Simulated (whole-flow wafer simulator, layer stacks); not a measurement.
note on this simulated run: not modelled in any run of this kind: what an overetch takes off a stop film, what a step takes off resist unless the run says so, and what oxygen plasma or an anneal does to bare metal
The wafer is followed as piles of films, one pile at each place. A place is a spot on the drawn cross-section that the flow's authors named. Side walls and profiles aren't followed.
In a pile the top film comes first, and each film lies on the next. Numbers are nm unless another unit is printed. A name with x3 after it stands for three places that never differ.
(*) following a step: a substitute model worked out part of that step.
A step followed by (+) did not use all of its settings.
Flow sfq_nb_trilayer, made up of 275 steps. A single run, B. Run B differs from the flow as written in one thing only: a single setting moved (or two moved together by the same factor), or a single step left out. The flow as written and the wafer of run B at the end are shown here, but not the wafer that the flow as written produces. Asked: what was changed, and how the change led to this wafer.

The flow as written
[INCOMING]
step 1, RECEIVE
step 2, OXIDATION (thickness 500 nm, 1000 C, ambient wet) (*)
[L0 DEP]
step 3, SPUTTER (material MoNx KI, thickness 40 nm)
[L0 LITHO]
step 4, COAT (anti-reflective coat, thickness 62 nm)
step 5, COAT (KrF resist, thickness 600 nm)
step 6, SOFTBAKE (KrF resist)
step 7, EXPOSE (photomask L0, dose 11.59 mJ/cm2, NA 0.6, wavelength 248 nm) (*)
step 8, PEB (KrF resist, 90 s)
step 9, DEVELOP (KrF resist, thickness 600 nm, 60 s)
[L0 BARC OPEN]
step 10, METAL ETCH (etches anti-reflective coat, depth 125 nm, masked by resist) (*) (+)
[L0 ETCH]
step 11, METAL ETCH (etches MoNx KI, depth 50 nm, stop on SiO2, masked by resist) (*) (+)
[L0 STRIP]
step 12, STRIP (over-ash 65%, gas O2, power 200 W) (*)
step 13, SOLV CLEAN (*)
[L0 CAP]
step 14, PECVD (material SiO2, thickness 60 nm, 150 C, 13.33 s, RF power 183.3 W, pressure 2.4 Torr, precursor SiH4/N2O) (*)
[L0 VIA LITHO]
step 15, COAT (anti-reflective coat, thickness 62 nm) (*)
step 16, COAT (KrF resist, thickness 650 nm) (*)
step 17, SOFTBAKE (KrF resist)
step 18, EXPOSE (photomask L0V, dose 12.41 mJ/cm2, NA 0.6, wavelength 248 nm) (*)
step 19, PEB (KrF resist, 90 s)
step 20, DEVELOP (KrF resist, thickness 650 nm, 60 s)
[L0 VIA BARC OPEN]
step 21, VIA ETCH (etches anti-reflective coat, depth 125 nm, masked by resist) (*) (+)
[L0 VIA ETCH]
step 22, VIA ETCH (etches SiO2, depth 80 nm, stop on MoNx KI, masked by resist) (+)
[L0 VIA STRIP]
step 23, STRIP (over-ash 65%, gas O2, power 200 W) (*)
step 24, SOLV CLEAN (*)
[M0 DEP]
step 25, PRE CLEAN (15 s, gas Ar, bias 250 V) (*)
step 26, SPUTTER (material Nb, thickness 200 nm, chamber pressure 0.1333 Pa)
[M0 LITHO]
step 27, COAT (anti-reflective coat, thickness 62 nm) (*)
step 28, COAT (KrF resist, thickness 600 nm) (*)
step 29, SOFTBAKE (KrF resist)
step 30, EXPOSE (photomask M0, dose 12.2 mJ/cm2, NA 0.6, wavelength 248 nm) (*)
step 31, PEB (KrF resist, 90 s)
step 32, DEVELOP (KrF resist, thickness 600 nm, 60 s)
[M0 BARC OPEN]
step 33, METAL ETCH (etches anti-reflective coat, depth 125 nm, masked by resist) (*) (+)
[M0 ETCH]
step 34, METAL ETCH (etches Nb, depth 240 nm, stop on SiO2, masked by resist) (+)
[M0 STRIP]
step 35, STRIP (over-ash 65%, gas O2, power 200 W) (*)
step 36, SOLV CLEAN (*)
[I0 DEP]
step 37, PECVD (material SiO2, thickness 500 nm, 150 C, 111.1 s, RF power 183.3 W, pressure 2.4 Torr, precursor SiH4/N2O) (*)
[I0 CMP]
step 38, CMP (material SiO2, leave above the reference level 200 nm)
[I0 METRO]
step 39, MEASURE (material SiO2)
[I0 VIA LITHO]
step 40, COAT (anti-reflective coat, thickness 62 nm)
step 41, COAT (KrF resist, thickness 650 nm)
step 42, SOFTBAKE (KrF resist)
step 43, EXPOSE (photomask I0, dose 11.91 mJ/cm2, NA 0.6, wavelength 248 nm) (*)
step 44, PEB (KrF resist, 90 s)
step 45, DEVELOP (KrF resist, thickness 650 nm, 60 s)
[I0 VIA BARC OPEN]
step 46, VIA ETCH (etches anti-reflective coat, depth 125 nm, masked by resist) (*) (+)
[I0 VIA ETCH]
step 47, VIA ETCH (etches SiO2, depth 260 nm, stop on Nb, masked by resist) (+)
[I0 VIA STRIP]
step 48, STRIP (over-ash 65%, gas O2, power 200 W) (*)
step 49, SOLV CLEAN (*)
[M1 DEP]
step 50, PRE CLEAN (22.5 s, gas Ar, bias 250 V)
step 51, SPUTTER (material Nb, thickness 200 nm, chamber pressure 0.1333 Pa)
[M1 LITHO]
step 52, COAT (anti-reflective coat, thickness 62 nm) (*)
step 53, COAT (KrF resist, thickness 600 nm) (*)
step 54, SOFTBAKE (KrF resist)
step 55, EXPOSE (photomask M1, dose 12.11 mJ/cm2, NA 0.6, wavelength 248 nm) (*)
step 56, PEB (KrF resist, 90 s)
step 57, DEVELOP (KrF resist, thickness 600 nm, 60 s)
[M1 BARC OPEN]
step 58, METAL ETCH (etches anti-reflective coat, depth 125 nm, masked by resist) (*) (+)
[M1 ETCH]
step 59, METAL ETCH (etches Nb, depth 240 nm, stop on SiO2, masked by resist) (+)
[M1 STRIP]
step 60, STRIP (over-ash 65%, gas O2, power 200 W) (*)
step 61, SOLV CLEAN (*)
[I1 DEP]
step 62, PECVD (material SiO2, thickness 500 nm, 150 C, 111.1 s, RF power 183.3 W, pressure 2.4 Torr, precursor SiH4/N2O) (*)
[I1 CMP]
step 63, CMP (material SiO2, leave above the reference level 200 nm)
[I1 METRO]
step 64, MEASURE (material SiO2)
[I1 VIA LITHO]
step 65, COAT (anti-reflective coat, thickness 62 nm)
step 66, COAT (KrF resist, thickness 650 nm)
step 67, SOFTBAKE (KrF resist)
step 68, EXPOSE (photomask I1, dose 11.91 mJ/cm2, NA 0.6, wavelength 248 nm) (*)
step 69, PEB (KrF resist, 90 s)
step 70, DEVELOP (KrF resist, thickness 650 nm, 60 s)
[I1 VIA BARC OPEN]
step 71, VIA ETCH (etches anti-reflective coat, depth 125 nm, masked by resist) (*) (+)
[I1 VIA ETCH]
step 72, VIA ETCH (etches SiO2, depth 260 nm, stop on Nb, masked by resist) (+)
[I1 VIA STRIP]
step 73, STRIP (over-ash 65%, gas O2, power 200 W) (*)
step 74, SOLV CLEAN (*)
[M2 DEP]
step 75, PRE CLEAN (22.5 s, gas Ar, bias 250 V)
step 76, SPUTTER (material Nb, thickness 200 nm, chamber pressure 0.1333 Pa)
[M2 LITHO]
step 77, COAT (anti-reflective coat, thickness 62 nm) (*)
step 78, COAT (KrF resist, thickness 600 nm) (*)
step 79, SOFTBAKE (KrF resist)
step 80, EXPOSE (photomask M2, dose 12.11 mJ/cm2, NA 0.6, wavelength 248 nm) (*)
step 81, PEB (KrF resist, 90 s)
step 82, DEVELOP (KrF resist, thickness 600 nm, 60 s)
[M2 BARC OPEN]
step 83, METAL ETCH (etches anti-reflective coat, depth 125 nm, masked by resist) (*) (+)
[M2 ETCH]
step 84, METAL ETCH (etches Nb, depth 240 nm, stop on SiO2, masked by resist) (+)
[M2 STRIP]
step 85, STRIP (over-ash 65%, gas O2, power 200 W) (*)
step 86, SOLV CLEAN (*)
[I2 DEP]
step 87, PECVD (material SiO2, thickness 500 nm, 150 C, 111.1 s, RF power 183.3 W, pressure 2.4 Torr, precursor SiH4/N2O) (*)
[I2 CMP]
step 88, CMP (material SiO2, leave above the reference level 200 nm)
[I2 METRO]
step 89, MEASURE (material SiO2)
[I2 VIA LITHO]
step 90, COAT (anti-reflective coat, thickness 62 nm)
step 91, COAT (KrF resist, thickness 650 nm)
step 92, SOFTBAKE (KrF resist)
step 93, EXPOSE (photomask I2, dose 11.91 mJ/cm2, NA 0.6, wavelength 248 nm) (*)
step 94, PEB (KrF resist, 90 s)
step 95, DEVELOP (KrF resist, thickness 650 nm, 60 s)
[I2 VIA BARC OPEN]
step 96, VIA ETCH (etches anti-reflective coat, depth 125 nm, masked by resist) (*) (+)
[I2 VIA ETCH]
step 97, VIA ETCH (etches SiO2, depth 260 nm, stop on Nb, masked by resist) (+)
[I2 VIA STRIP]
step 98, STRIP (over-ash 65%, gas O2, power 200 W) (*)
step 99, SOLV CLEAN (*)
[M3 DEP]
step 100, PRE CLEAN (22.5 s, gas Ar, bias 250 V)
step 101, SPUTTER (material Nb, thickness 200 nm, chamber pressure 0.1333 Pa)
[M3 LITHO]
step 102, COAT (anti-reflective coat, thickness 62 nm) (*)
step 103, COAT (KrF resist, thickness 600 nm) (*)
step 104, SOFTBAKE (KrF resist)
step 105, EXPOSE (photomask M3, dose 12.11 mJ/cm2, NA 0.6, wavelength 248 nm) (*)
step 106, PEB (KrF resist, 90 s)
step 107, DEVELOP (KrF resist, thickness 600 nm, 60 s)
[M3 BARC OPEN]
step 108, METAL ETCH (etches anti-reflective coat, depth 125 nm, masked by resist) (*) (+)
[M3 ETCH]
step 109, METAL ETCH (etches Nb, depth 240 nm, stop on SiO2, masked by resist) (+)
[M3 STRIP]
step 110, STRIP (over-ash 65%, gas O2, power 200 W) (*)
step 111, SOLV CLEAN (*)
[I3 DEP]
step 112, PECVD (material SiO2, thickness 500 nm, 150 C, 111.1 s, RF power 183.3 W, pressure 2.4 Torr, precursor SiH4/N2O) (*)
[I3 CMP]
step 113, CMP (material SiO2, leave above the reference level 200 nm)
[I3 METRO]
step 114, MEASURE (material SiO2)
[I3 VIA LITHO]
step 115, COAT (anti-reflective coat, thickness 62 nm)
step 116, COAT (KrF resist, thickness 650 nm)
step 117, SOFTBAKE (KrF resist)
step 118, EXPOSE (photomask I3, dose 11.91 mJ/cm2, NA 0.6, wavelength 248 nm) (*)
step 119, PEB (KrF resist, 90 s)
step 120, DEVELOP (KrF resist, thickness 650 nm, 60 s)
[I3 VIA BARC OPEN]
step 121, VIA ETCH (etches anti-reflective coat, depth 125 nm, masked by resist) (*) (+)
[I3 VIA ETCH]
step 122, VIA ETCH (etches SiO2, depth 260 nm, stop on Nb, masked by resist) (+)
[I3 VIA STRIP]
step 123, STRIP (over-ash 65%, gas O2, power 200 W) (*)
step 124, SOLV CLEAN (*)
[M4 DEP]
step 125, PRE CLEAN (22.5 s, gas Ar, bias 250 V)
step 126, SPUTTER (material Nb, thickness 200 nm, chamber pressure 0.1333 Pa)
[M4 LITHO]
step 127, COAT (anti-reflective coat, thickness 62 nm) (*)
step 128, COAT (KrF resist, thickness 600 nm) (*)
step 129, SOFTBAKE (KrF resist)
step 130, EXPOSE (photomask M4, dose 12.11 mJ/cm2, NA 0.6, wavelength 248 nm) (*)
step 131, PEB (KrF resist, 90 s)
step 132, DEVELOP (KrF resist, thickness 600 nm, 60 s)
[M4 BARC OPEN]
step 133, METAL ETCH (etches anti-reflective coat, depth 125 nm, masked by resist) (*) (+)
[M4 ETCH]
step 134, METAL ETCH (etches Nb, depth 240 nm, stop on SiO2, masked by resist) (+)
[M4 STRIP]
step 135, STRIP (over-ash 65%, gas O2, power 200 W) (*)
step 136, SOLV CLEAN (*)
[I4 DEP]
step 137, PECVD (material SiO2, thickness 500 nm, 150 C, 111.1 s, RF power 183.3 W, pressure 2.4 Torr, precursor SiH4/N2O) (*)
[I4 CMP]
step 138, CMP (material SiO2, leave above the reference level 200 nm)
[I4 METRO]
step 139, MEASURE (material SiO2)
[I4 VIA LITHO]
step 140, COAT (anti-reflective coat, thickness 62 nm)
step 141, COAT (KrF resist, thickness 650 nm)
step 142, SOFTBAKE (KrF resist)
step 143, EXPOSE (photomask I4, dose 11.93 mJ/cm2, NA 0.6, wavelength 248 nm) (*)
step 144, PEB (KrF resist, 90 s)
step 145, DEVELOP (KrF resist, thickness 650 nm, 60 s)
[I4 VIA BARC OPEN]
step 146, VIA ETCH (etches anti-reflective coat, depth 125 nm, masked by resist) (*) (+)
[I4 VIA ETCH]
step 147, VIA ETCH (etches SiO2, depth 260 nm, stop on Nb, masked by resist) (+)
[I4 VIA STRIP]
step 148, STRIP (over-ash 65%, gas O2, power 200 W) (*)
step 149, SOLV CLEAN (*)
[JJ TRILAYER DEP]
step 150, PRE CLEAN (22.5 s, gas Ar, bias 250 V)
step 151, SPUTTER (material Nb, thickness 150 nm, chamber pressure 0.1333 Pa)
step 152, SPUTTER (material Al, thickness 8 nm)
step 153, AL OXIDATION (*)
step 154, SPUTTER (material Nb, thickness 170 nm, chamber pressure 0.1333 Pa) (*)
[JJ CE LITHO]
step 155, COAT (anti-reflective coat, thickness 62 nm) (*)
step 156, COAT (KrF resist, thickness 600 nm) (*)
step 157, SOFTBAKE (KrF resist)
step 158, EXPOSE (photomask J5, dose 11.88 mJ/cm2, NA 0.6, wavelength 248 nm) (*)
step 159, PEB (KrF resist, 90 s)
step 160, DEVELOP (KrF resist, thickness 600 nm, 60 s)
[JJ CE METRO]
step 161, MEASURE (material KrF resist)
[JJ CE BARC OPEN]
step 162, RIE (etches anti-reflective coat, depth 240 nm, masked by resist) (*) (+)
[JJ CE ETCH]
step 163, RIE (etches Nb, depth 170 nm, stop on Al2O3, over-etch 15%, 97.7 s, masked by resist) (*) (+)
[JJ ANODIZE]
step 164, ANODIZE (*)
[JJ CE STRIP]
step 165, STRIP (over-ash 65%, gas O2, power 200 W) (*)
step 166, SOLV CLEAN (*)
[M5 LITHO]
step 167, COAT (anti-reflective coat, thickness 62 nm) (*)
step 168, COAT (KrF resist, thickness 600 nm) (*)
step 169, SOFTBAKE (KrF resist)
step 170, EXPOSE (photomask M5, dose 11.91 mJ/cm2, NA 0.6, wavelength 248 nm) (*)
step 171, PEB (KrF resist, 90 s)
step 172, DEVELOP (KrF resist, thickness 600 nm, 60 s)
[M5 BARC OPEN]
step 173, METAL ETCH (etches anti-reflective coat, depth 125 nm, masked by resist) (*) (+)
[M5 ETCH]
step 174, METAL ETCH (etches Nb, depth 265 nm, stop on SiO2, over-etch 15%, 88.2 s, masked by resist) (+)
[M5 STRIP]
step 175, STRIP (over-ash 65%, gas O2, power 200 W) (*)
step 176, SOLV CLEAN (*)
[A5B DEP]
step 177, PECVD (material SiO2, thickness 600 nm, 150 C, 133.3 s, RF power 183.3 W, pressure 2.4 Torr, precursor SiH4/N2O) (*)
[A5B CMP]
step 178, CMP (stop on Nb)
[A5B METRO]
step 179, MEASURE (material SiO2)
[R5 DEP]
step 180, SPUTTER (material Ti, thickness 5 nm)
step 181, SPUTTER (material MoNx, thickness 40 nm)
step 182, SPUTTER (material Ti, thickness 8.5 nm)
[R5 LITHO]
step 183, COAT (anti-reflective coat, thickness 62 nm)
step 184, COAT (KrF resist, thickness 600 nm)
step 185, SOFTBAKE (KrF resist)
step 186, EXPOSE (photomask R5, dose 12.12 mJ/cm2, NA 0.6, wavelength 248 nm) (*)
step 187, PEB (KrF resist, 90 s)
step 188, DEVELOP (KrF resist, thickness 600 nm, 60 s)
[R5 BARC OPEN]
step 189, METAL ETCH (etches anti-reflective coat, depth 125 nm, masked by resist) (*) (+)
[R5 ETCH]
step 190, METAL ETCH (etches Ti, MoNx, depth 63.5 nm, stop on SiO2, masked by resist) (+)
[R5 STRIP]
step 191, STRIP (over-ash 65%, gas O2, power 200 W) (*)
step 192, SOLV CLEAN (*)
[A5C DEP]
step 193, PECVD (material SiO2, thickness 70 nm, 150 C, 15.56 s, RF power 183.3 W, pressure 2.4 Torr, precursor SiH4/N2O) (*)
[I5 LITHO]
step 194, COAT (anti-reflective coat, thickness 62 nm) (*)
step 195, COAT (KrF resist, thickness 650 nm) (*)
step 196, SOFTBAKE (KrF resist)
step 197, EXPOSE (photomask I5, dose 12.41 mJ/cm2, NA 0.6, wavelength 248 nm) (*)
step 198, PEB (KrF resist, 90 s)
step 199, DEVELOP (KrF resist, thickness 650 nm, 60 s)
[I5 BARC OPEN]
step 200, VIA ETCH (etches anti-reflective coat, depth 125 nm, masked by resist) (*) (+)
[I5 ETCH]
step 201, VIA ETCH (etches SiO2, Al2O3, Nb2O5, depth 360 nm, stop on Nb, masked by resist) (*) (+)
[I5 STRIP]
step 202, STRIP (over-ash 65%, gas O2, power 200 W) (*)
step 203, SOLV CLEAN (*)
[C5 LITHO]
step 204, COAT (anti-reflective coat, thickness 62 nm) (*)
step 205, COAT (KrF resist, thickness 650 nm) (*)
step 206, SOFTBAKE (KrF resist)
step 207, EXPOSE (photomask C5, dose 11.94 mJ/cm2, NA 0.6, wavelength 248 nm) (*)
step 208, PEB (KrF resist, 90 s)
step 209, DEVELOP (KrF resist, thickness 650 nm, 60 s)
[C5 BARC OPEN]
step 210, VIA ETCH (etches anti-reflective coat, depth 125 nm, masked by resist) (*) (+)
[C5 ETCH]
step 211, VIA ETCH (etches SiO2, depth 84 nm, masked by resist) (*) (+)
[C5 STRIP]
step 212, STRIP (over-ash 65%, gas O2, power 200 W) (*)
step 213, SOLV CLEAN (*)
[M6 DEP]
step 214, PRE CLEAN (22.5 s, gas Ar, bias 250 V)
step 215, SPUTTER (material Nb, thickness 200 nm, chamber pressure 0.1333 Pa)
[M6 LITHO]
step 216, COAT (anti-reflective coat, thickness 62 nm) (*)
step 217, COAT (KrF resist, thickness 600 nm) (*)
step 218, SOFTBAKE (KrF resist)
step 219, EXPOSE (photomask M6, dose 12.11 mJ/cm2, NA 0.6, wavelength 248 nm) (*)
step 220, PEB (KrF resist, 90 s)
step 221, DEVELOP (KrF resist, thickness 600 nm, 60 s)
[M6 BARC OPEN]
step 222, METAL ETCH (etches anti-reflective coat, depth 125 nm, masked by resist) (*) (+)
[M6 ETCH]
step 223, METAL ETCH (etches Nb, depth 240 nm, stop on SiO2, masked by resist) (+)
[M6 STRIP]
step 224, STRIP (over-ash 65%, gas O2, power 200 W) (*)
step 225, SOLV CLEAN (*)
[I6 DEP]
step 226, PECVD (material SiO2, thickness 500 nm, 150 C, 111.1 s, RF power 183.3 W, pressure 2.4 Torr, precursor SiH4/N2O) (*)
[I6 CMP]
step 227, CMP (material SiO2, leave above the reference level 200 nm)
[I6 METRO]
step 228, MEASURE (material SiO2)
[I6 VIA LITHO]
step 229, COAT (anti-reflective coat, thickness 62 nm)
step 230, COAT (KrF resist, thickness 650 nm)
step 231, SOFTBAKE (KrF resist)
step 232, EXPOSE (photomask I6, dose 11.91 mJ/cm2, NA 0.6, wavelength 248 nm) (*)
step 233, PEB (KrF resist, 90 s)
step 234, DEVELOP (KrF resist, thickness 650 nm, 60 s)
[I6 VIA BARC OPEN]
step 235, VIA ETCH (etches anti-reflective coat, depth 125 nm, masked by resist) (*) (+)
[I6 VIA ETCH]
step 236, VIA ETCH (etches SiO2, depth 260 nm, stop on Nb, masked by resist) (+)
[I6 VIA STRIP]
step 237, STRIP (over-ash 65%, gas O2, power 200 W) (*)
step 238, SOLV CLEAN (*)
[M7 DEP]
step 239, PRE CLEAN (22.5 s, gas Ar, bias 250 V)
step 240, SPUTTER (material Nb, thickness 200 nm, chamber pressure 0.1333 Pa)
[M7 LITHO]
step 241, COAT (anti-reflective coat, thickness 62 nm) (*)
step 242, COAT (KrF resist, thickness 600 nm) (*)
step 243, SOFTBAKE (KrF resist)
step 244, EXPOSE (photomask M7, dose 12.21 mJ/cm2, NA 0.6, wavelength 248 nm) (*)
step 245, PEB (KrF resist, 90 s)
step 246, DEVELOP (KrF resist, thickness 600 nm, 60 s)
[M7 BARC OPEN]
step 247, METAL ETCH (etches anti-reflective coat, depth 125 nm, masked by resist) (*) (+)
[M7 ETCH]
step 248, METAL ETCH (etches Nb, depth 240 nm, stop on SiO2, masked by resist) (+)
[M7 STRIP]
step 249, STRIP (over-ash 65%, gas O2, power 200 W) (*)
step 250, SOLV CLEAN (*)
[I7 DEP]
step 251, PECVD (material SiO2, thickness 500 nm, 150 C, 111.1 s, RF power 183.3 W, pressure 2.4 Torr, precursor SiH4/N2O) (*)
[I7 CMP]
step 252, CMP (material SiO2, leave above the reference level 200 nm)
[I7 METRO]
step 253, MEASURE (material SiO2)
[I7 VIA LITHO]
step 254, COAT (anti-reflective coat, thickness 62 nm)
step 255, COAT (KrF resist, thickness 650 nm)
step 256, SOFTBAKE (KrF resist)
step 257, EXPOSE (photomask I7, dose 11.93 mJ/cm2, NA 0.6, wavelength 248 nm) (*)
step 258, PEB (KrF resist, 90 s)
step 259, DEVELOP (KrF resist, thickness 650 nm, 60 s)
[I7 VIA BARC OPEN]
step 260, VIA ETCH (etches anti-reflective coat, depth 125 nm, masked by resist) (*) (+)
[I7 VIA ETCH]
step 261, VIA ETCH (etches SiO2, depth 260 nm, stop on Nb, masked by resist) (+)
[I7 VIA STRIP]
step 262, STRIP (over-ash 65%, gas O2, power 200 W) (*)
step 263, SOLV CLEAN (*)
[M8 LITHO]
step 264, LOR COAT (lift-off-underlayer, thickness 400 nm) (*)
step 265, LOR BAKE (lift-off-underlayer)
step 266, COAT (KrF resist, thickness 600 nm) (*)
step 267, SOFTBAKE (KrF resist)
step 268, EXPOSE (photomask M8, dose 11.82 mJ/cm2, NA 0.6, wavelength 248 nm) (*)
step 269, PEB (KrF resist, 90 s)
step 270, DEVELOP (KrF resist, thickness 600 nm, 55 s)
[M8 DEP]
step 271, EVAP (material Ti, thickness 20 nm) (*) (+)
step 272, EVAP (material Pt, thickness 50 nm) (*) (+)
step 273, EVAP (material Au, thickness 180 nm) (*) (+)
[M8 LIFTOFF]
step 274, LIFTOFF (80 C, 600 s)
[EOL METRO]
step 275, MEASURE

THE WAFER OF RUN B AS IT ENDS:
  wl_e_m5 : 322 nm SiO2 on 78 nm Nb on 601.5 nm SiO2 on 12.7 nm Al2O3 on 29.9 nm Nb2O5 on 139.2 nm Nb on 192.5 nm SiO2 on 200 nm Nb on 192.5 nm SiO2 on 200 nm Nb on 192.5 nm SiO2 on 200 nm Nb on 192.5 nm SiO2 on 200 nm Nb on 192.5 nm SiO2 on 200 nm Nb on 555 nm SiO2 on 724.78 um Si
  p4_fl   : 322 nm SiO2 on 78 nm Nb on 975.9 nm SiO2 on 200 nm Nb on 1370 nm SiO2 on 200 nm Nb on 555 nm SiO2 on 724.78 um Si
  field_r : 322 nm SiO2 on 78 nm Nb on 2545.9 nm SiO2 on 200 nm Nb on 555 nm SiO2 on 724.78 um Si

Cause: step 248, METAL ETCH: depth 122 nm was run, while the flow as written has depth 240 nm.

Step by step, how the change led to this:
  step 248, METAL ETCH (etches Nb, depth 240 nm, stop on SiO2, masked by resist) (+)
      field_l, field_r, lsp_l and 62 more: Nb loses 122 (it would be, as written: Nb loses 200 (all of it))
      v_sur, via_wl, via_w and 38 more: KrF resist loses 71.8 (it would be, as written: KrF resist loses 141.2)
  step 249, STRIP (over-ash 65%, gas O2, power 200 W) (*)
      wl_j_sl, wl_jj, wl_j_sr and 14 more: KrF resist loses 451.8 (all of it), anti-reflective coat loses 62 (all of it) (it would be, as written: KrF resist loses 382.4 (all of it), anti-reflective coat loses 62 (all of it))
      ln_m5, lsp_m: KrF resist loses 451.3 (all of it), anti-reflective coat loses 61.8 (all of it) (it would be, as written: KrF resist loses 381.9 (all of it), anti-reflective coat loses 61.8 (all of it))
      (as well as at 22 more places)
  step 251, PECVD (material SiO2, thickness 500 nm, 150 C, 111.1 s, RF power 183.3 W, pressure 2.4 Torr, precursor SiH4/N2O) (*)
      field_l, p4_fl, p4_fm and 56 more: SiO2 gains 500 (new film) (it would be, as written: SiO2 gains 500)
      field_r, lsp_l: SiO2 gains 486.4 (new film) (it would be, as written: SiO2 gains 477.7)
      (as well as at 4 more places)
  step 252, CMP (material SiO2, leave above the reference level 200 nm)
      field_l, p4_fl, p4_fm and 56 more: SiO2 loses 178 (it would be, as written: SiO2 loses 100)
      field_r, lsp_l: SiO2 loses 164.4 (it would be, as written: SiO2 loses 77.7)
      (as well as at 4 more places)
With metal films that touch counted as one body, wl_e_m5 has 7 bodies (between them, from the top down: SiO2 601.5 / Al2O3 12.7 / Nb2O5 29.9; SiO2 192.5; SiO2 192.5; SiO2 192.5; SiO2 192.5; SiO2 192.5); the flow as written gives 6 bodies (between them, from the top down: SiO2 192.5; SiO2 192.5; SiO2 192.5; SiO2 192.5; SiO2 192.5).
With metal films that touch counted as one body, p4_fl has 3 bodies (between them, from the top down: SiO2 975.9; SiO2 1370); the flow as written gives 2 bodies (between them, from the top down: SiO2 1370).
With metal films that touch counted as one body, field_r has 2 bodies (between them, from the top down: SiO2 2545.9); the flow as written gives 1 body.
